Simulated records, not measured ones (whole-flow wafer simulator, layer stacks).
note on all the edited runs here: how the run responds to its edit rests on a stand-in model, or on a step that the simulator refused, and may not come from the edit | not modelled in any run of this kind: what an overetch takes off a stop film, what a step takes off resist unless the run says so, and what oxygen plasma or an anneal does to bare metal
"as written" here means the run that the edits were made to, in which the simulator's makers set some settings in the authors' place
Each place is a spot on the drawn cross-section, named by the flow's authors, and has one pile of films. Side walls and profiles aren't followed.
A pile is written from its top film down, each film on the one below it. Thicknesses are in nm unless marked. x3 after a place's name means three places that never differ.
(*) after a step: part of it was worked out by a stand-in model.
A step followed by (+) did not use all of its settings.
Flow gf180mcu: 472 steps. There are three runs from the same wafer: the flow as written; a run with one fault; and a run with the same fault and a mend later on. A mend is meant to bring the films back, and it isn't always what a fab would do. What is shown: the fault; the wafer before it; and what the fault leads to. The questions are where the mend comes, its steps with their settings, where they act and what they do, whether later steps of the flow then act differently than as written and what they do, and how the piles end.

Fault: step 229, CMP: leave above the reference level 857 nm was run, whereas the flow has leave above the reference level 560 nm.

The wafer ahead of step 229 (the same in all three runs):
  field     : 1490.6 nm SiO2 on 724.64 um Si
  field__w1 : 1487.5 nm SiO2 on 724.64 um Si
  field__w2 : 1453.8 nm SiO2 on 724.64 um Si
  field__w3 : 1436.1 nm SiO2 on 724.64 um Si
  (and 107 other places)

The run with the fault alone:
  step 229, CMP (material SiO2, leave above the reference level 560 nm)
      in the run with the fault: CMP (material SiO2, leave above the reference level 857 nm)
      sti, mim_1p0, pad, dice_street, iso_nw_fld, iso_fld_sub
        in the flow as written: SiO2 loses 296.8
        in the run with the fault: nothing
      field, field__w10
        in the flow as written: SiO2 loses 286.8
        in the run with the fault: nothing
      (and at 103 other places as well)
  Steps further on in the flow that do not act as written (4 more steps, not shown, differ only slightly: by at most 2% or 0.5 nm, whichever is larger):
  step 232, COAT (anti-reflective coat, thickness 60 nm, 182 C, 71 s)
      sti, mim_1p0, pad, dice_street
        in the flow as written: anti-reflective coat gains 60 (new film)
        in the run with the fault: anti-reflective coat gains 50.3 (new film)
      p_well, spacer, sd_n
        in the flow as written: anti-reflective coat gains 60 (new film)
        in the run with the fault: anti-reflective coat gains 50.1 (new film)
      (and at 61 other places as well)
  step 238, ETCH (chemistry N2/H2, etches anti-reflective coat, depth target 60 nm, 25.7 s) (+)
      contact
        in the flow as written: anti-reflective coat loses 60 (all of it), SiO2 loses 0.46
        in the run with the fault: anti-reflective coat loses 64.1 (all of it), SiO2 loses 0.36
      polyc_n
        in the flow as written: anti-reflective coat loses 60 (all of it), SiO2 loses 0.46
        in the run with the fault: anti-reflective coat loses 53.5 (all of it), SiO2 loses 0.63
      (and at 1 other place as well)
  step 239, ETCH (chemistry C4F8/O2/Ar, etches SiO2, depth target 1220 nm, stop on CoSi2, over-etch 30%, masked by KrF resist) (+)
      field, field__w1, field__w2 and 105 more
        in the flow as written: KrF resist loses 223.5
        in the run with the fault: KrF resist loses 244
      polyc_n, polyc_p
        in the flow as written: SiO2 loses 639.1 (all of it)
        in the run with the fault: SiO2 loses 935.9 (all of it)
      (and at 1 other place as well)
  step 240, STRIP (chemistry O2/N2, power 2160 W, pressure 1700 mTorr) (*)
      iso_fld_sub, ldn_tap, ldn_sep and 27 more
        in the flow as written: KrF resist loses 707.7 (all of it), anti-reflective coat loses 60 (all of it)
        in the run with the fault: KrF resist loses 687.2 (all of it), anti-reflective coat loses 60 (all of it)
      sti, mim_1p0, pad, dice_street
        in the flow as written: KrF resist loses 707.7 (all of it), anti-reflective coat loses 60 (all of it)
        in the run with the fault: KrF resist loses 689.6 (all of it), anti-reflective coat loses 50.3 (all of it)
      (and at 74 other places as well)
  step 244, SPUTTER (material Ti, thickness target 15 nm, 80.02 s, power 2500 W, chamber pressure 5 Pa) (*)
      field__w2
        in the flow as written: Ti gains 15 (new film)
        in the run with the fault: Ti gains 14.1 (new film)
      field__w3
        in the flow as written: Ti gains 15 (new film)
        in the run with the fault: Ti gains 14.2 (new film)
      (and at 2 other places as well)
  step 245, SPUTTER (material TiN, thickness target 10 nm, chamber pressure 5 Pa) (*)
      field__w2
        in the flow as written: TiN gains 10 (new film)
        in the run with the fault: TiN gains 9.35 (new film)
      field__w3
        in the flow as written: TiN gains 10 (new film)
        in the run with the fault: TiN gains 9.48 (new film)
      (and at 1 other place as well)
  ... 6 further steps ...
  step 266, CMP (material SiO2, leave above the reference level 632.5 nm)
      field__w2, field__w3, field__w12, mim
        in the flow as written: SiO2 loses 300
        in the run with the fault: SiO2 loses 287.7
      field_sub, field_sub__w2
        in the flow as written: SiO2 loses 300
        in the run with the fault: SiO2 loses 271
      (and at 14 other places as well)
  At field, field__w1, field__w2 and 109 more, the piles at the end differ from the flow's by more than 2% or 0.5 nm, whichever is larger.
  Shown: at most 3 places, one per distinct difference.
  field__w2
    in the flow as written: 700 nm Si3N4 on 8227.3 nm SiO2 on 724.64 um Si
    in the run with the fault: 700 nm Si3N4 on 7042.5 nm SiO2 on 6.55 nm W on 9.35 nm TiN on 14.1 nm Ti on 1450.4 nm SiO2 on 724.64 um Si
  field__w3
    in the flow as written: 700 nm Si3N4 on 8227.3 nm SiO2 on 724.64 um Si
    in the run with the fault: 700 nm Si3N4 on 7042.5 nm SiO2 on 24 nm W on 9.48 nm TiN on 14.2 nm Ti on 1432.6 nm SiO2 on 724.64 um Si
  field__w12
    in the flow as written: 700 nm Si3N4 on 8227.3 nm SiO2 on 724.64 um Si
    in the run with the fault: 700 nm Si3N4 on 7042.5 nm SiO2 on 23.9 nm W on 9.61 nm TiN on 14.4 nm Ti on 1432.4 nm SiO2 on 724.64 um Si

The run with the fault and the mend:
  After step 237 comes the mend.
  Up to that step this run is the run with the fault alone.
  step 237a, STRIP (chemistry O2/N2, power 2160 W, pressure 1700 mTorr) (*)
      iso_fld_sub, ldn_tap, ldn_sep and 27 more
        KrF resist loses 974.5 (all of it), anti-reflective coat loses 60 (all of it)
      sti, mim_1p0, pad, dice_street
        KrF resist loses 976.9 (all of it), anti-reflective coat loses 50.3 (all of it)
      p_well, spacer, sd_n
        KrF resist loses 976.9 (all of it), anti-reflective coat loses 50.1 (all of it)
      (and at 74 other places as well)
  step 237b, CMP (material SiO2, leave above the reference level 560 nm) (the flow's step 229 again)
      field__w5, field__w9, field__w13 and 70 more
        SiO2 loses 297
      sti, mim_1p0, pad, dice_street, iso_nw_fld, iso_fld_sub
        SiO2 loses 296.8
      field, field__w10
        SiO2 loses 286.8
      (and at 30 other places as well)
  step 237c, HMDS (120 C, 60 s) (the flow's step 231 again)
      does not change any film at any place that is followed
  step 237d, COAT (anti-reflective coat, thickness 60 nm, 182 C, 71 s) (the flow's step 232 again)
      field, field__w1, field__w2 and 108 more
        anti-reflective coat gains 60 (new film)
  step 237e, COAT (KrF resist, thickness 1000 nm) (the flow's step 233 again)
      field, field__w1, field__w2 and 108 more
        KrF resist gains 1000 (new film)
  step 237f, SOFTBAKE (KrF resist) (the flow's step 234 again)
      does not change any film at any place that is followed
  step 237g, EXPOSE (photomask Contact) (the flow's step 235 again)
      does not change any film at any place that is followed
  step 237h, PEB (KrF resist, 135 C, 90 s) (the flow's step 236 again)
      field, field__w1, field__w2 and 108 more
        KrF resist loses 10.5
  step 237i, DEVELOP (KrF resist, thickness 1000 nm, 60 s) (the flow's step 237 again)
      field, field__w1, field__w2 and 105 more
        KrF resist loses 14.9
      contact, polyc_n, polyc_p
        KrF resist loses 989.5 (all of it)
  Every later step of the flow that is run acts as written at every place that is followed.
  At every place that both follow, the piles at the end match the flow's.
